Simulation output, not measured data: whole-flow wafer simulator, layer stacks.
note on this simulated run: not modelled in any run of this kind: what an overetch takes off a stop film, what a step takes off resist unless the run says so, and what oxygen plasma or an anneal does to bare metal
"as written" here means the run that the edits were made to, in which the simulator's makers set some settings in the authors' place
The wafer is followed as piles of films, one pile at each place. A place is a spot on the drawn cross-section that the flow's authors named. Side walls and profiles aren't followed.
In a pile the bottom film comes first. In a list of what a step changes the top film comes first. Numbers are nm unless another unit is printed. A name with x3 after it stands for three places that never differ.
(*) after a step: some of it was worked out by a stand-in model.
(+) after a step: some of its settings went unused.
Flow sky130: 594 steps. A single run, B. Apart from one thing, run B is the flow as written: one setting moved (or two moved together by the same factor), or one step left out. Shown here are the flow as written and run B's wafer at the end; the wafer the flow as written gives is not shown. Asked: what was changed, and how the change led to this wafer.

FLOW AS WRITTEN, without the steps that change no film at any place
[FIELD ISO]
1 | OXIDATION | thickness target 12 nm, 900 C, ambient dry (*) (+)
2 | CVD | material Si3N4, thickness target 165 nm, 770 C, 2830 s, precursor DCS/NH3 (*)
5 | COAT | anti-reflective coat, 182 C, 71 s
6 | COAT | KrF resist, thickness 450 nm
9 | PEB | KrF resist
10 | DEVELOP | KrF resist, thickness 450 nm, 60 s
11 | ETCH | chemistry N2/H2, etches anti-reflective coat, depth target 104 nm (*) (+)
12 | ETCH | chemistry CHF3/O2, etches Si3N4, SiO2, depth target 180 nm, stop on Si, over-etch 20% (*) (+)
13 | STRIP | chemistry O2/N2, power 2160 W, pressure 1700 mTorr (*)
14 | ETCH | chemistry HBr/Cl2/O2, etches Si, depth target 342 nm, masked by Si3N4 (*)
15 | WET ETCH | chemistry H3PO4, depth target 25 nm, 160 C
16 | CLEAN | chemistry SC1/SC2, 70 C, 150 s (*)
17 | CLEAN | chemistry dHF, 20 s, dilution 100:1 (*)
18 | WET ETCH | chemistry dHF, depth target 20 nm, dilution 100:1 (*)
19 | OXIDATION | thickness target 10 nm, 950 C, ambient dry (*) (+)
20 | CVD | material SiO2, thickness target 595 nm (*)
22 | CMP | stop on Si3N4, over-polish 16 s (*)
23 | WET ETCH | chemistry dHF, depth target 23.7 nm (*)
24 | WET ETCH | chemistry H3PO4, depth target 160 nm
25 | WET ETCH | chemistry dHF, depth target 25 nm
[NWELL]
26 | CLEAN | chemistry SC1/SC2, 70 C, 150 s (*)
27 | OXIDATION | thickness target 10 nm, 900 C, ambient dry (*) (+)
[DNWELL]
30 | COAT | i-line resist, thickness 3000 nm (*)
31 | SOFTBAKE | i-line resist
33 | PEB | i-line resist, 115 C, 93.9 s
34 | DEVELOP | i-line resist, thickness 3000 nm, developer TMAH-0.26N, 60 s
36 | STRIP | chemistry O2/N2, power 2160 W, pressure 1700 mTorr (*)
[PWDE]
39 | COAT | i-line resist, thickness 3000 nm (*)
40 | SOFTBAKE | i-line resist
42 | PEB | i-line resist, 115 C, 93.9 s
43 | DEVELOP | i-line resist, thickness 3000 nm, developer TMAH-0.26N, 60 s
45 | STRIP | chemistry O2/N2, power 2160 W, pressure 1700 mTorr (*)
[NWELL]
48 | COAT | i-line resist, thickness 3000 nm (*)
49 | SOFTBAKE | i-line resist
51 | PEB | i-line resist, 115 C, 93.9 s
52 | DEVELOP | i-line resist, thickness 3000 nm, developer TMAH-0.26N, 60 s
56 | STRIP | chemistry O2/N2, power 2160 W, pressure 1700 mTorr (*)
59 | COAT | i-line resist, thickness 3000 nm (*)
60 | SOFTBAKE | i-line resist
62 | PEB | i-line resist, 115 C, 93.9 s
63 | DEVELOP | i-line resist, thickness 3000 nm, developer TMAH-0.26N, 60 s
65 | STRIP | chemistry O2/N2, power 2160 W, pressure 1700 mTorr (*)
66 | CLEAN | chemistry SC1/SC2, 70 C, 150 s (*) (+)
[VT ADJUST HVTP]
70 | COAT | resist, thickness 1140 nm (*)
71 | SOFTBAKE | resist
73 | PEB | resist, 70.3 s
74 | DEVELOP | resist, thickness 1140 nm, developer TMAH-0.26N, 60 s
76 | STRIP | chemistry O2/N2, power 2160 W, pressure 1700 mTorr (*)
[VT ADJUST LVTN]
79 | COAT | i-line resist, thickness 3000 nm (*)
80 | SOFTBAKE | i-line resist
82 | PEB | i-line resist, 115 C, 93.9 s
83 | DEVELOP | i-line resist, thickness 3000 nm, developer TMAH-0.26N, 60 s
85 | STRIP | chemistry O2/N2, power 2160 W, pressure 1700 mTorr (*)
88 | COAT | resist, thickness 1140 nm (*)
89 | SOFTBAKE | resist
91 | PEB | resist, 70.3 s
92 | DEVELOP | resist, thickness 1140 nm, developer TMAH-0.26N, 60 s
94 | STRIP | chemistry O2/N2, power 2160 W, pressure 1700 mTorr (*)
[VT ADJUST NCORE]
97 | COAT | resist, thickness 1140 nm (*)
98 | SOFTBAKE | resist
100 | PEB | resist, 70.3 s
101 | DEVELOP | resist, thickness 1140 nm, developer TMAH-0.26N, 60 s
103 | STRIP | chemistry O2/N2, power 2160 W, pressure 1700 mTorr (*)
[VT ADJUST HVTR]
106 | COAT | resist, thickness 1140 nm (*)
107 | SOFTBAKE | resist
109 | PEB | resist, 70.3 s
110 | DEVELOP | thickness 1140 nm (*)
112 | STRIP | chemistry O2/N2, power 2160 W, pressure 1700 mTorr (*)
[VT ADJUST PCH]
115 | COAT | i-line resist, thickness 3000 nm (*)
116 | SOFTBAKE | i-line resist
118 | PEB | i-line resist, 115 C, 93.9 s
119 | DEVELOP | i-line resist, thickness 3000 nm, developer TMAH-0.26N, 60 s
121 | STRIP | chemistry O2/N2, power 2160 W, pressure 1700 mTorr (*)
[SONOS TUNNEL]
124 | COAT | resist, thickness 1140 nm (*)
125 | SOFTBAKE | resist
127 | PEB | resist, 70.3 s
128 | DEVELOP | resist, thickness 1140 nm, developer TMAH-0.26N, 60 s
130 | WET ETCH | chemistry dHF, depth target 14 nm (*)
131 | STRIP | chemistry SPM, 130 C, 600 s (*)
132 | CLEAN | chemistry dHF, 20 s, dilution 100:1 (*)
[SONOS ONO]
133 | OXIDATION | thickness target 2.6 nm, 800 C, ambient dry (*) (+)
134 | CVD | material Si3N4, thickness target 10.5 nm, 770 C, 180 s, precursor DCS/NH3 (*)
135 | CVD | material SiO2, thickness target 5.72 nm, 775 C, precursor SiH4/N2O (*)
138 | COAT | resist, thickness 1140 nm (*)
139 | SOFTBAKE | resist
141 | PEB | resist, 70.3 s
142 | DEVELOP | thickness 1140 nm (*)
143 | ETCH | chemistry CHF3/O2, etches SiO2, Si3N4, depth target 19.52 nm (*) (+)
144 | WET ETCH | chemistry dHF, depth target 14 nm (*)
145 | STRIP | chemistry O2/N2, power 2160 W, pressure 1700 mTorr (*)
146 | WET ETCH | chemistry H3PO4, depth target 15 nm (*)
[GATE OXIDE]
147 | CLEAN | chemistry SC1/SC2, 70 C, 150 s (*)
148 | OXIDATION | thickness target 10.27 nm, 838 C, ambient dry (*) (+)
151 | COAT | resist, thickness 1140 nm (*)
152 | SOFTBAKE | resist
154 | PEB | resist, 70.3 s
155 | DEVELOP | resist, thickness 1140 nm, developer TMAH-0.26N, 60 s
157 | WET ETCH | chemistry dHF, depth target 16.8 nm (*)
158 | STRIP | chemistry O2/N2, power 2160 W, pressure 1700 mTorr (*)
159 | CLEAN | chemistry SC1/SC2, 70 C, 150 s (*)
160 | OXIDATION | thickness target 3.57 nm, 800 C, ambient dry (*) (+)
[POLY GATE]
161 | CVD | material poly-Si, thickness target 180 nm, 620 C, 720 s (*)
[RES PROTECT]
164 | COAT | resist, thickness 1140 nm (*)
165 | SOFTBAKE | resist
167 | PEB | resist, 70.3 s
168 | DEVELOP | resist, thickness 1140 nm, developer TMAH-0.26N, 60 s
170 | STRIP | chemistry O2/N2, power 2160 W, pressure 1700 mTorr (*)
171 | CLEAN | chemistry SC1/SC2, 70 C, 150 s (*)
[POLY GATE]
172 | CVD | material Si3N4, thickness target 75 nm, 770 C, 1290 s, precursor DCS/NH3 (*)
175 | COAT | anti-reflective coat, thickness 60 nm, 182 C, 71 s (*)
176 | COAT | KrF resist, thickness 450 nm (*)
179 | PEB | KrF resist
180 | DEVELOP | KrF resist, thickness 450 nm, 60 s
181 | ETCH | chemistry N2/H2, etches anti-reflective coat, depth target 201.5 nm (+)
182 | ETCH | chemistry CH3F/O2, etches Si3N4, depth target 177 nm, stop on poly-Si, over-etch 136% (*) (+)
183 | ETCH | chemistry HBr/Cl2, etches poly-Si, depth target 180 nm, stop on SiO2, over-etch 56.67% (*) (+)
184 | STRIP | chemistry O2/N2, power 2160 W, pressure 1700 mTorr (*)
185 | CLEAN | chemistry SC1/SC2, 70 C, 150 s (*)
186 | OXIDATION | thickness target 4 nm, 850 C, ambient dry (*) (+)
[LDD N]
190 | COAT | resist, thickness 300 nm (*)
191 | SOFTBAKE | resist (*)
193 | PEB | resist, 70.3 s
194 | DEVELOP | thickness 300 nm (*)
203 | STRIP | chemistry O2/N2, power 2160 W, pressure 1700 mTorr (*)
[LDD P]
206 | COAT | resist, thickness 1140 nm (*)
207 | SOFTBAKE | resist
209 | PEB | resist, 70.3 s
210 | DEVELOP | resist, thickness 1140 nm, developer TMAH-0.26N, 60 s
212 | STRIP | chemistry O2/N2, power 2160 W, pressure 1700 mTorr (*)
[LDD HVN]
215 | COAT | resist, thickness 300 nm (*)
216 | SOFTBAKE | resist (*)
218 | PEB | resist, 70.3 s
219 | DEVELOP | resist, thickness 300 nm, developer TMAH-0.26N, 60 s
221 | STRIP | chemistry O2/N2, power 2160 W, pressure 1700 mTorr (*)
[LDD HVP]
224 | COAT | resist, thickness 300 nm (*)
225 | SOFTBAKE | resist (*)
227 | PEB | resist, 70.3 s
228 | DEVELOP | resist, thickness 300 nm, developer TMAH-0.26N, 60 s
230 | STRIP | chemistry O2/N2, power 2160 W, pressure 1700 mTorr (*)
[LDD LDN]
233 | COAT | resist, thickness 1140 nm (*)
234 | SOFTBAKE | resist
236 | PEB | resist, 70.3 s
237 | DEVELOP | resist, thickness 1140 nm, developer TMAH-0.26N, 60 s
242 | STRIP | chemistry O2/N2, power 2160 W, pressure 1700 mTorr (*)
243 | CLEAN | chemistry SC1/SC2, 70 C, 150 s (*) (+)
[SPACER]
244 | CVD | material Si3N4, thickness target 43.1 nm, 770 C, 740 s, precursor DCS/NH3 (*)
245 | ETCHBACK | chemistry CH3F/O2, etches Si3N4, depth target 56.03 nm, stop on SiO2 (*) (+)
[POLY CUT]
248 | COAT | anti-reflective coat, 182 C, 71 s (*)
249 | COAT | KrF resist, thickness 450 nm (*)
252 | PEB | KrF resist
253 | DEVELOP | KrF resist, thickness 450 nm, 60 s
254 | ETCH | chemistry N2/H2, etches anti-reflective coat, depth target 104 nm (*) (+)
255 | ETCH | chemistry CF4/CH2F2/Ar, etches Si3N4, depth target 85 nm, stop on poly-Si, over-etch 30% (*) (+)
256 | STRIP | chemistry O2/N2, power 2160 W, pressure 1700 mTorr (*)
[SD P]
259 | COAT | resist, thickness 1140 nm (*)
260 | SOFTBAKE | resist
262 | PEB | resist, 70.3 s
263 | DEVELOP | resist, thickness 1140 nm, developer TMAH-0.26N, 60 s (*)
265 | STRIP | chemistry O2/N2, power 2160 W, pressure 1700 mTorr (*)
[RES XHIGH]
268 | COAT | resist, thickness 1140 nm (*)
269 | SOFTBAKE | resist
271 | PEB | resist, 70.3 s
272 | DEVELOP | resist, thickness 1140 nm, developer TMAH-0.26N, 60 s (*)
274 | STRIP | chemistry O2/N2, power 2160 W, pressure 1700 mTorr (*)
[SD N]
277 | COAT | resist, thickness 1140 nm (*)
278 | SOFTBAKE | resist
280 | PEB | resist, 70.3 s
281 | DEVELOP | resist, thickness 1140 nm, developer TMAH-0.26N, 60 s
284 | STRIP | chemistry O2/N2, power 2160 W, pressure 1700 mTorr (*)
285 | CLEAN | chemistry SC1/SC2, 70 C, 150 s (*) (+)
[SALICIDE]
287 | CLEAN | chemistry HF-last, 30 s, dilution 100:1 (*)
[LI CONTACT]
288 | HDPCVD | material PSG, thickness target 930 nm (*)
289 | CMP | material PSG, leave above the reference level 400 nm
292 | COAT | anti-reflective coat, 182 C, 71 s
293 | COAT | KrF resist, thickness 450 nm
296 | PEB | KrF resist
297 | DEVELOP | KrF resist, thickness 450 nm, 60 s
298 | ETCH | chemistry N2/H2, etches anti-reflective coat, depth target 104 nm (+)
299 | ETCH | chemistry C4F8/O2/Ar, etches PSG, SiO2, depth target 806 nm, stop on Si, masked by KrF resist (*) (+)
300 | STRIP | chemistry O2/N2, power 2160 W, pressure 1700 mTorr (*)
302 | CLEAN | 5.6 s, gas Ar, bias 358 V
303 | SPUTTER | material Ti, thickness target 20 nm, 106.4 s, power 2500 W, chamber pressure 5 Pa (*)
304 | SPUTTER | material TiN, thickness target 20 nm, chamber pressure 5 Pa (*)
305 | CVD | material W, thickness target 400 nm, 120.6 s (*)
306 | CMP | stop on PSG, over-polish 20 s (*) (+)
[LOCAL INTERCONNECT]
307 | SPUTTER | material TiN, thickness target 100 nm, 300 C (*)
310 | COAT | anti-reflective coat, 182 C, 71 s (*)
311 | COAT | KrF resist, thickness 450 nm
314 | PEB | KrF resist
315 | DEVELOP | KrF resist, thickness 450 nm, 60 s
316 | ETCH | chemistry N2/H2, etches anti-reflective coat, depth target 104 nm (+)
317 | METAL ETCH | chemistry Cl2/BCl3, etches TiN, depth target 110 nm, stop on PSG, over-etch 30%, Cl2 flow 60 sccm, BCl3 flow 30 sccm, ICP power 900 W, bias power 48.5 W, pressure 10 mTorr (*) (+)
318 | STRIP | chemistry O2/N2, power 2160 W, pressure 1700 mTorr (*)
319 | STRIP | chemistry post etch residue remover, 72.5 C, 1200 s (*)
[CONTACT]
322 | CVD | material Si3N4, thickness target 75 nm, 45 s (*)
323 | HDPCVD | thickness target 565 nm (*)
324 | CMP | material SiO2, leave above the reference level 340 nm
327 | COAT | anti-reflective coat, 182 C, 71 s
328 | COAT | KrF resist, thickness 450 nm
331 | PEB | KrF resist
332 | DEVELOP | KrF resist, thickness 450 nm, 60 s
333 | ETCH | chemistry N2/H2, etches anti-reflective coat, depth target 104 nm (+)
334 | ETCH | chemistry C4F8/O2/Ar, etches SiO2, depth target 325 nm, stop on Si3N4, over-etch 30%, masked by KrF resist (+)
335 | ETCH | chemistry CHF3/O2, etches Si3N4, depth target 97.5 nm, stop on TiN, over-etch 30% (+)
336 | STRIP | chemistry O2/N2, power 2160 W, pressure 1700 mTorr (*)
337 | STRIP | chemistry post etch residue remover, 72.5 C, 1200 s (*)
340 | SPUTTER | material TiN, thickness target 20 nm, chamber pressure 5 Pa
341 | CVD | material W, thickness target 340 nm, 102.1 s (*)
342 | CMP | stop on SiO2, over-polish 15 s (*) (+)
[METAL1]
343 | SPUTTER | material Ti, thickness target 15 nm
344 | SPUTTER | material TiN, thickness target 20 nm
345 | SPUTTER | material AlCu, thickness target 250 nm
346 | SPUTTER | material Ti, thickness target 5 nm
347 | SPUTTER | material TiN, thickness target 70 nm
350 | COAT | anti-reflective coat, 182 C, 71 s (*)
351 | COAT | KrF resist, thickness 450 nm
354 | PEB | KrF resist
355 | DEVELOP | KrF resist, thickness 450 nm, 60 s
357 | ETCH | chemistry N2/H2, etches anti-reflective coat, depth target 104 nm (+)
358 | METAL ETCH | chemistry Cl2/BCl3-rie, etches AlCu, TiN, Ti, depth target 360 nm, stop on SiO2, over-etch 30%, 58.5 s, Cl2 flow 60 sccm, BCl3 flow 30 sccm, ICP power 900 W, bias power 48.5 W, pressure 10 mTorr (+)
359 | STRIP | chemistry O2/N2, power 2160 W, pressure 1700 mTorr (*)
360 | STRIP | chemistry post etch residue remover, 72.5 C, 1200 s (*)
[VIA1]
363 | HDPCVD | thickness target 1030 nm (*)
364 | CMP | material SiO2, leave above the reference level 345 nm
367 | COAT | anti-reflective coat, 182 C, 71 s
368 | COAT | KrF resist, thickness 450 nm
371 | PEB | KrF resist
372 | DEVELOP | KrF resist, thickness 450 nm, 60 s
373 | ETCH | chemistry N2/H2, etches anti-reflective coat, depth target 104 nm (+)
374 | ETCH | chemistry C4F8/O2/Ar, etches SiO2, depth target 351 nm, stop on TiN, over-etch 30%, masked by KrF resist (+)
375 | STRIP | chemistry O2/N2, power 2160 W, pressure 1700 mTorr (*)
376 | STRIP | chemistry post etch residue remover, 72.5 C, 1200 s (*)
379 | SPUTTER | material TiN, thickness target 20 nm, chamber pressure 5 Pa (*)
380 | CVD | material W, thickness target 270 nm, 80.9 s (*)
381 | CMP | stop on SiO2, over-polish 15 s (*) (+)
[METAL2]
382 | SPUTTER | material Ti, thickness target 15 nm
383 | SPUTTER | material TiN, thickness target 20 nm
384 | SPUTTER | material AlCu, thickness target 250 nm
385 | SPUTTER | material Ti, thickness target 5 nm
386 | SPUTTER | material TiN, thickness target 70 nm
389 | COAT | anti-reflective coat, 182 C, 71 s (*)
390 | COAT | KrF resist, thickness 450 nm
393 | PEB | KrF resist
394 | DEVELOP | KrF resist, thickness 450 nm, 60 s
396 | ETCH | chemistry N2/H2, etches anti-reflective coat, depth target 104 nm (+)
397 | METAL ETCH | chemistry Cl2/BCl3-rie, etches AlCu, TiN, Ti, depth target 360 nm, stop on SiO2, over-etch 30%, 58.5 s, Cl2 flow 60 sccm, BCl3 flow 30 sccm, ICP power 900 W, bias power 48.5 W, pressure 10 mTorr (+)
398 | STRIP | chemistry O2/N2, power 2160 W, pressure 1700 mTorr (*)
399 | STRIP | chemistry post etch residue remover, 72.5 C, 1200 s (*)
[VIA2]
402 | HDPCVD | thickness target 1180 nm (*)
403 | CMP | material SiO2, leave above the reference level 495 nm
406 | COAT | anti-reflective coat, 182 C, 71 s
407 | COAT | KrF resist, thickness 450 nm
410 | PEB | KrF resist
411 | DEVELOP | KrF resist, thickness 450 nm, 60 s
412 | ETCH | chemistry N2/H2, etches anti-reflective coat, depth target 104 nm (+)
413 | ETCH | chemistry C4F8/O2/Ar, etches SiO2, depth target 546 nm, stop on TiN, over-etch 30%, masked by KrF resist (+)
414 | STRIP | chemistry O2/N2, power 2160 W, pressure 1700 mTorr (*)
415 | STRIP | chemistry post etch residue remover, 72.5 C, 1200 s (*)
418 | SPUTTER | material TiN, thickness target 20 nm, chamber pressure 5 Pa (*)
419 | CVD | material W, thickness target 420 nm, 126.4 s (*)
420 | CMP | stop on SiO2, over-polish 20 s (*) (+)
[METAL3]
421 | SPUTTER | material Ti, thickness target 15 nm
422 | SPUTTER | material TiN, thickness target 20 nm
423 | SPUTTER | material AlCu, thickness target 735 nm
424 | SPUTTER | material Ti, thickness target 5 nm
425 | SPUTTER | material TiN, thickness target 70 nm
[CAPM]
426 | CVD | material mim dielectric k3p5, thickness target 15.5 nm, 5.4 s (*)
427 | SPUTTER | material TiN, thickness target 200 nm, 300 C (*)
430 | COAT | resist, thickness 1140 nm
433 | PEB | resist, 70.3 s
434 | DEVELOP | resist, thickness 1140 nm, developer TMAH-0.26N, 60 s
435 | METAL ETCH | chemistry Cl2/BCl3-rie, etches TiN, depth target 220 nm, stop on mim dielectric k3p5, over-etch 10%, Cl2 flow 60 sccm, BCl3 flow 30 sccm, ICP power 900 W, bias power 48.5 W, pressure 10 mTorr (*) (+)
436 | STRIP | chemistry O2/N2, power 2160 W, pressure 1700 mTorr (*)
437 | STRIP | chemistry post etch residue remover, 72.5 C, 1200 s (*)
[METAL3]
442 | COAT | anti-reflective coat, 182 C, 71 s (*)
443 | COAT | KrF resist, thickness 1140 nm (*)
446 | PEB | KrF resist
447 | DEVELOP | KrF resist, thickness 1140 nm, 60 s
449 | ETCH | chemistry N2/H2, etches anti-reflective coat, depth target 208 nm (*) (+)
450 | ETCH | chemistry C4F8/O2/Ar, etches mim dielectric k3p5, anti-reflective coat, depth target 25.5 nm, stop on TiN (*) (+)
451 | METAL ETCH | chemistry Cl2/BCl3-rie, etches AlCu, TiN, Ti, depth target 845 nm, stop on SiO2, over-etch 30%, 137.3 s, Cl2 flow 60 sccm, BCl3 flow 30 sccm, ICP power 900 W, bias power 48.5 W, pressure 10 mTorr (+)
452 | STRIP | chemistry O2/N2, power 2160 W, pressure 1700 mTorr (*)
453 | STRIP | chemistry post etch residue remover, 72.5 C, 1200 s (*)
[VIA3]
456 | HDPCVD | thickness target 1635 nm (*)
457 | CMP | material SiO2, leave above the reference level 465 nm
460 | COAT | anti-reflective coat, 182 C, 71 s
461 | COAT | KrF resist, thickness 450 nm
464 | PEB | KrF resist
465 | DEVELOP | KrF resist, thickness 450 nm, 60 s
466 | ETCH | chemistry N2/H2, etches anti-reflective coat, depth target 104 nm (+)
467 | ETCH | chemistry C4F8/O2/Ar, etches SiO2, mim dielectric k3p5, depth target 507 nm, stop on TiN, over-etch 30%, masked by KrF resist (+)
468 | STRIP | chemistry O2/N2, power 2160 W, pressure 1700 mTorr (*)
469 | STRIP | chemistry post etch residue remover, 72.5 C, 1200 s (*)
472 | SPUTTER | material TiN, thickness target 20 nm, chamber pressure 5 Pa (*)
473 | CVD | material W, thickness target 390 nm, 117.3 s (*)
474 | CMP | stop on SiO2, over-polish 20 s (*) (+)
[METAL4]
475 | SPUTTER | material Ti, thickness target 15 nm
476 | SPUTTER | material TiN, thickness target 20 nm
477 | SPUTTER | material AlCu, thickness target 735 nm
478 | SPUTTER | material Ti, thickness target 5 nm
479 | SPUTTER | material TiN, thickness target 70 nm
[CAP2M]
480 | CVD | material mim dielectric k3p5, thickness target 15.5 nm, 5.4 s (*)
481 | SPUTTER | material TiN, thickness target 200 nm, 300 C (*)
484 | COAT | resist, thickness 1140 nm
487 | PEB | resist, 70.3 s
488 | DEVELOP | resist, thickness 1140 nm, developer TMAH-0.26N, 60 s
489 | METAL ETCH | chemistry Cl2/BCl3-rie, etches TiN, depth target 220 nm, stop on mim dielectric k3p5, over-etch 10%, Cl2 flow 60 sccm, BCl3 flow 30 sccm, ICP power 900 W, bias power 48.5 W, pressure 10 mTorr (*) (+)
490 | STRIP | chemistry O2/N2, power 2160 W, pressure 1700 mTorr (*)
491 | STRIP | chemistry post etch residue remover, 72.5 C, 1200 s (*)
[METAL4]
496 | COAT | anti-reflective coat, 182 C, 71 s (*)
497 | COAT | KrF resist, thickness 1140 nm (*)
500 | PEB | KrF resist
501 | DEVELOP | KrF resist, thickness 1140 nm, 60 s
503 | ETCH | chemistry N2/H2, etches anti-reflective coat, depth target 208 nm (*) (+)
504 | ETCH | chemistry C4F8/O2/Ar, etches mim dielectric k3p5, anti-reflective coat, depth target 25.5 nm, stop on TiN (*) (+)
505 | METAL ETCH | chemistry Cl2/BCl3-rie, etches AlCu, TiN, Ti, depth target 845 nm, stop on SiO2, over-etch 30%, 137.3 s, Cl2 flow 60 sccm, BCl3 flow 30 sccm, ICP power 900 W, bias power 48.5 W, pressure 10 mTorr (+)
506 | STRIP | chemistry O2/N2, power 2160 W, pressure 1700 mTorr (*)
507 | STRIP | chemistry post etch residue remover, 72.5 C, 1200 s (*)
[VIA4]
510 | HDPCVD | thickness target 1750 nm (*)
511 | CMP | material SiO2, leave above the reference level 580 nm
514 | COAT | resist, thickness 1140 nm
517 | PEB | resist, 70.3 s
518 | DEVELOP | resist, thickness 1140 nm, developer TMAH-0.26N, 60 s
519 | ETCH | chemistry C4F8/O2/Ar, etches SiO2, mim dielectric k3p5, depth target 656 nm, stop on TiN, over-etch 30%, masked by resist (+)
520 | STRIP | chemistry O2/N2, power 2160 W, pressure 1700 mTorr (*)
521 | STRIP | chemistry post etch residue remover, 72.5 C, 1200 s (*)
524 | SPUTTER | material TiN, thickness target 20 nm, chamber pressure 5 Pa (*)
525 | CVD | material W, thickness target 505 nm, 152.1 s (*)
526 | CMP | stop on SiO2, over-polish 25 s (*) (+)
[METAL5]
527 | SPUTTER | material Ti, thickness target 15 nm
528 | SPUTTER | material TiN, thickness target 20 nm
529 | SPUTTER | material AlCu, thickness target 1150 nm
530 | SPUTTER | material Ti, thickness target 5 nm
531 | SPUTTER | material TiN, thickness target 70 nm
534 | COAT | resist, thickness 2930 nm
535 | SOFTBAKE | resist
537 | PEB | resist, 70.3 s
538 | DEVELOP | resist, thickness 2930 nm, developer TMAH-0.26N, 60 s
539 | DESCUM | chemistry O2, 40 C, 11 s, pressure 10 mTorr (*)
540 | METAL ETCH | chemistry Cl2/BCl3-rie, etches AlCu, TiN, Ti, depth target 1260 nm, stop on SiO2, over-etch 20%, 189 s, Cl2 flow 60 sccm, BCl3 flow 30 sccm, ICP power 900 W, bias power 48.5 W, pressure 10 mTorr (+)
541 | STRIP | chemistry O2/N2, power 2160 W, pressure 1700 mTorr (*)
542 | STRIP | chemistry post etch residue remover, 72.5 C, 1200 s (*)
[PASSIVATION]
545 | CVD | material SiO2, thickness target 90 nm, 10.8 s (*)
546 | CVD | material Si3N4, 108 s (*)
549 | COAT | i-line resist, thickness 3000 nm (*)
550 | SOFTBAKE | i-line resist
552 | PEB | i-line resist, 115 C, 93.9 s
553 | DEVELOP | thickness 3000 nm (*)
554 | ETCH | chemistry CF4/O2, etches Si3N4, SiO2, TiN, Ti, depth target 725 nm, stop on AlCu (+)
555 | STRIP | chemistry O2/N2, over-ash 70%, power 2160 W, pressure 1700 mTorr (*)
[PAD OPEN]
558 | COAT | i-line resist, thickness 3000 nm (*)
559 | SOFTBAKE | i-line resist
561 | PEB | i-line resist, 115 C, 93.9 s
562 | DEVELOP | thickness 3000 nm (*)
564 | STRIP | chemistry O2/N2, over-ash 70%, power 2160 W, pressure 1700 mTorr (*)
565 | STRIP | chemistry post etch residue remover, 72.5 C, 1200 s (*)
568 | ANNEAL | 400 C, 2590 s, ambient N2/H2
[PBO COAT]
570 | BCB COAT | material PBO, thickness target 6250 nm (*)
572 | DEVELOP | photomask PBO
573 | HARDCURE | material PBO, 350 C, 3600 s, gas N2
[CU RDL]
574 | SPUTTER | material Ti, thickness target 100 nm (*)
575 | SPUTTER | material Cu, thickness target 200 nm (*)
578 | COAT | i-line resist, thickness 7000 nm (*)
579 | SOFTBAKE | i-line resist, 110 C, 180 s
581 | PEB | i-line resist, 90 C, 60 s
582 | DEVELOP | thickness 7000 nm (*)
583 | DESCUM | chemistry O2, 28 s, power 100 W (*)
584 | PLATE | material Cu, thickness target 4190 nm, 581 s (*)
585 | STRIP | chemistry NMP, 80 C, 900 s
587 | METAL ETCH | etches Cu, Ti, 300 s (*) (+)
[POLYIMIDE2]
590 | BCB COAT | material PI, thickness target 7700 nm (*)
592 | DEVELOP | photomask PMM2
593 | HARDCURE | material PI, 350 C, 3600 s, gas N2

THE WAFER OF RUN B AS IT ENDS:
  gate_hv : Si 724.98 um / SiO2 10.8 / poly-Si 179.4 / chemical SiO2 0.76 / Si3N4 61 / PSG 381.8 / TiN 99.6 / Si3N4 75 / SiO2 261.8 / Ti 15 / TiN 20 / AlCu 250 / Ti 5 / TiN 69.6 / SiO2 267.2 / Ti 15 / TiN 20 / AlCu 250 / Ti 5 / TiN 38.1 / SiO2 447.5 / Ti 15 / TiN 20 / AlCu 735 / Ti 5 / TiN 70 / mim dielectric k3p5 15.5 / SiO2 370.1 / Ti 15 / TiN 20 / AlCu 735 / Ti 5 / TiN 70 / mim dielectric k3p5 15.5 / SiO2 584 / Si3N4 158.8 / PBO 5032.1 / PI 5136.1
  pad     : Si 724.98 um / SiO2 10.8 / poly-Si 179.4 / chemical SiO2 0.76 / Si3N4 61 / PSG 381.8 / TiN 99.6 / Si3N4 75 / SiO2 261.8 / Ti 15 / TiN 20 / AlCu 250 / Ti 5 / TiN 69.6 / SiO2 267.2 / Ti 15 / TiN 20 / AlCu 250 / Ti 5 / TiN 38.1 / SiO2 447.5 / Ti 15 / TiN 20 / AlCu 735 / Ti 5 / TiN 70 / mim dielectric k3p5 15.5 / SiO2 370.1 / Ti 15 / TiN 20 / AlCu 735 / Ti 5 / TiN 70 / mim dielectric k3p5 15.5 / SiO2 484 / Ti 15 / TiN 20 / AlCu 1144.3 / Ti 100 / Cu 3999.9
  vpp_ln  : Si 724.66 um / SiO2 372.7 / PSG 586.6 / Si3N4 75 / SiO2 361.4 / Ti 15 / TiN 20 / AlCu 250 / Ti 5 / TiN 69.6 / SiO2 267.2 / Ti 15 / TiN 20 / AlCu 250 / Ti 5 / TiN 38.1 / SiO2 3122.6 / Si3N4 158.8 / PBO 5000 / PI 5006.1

What caused this: step 386, SPUTTER: thickness target 38.5 nm was run, while the flow as written has thickness target 70 nm.

The path from the change to this, step by step:
  386 | SPUTTER | material TiN, thickness target 70 nm
      field, active, n_well and 188 more: +38.5 TiN (new film) (it would be, as written: +70 TiN (new film))
  397 | METAL ETCH | chemistry Cl2/BCl3-rie, etches AlCu, TiN, Ti, depth target 360 nm, stop on SiO2, over-etch 30%, 58.5 s, Cl2 flow 60 sccm, BCl3 flow 30 sccm, ICP power 900 W, bias power 48.5 W, pressure 10 mTorr (+)
      field, active, gate and 82 more: -37.2 TiN (all of it), -5 Ti (all of it), -250 AlCu (all of it), -20 TiN (all of it), -15 Ti (all of it), -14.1 SiO2 (it would be, as written: -68.7 TiN (all of it), -5 Ti (all of it), -250 AlCu (all of it), -20 TiN (all of it), -15 Ti (all of it), -10.9 SiO2)
  403 | CMP | material SiO2, leave above the reference level 495 nm
      n_well, p_well, gate_hv and 101 more: -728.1 SiO2 (it would be, as written: -759.6 SiO2)
      m1, via1_hole: -727.6 SiO2 (it would be, as written: -759.1 SiO2)
  413 | ETCH | chemistry C4F8/O2/Ar, etches SiO2, depth target 546 nm, stop on TiN, over-etch 30%, masked by KrF resist (+)
      m1: -451.8 SiO2 (all of it) (it would be, as written: -420.3 SiO2 (all of it))
      via2_hole: -451.3 SiO2 (all of it) (it would be, as written: -419.8 SiO2 (all of it))
  419 | CVD | material W, thickness target 420 nm, 126.4 s (*)
      m1: +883 W (new film) (it would be, as written: +851.1 W (new film))
      via2_hole: +882.6 W (new film) (it would be, as written: +850.7 W (new film))
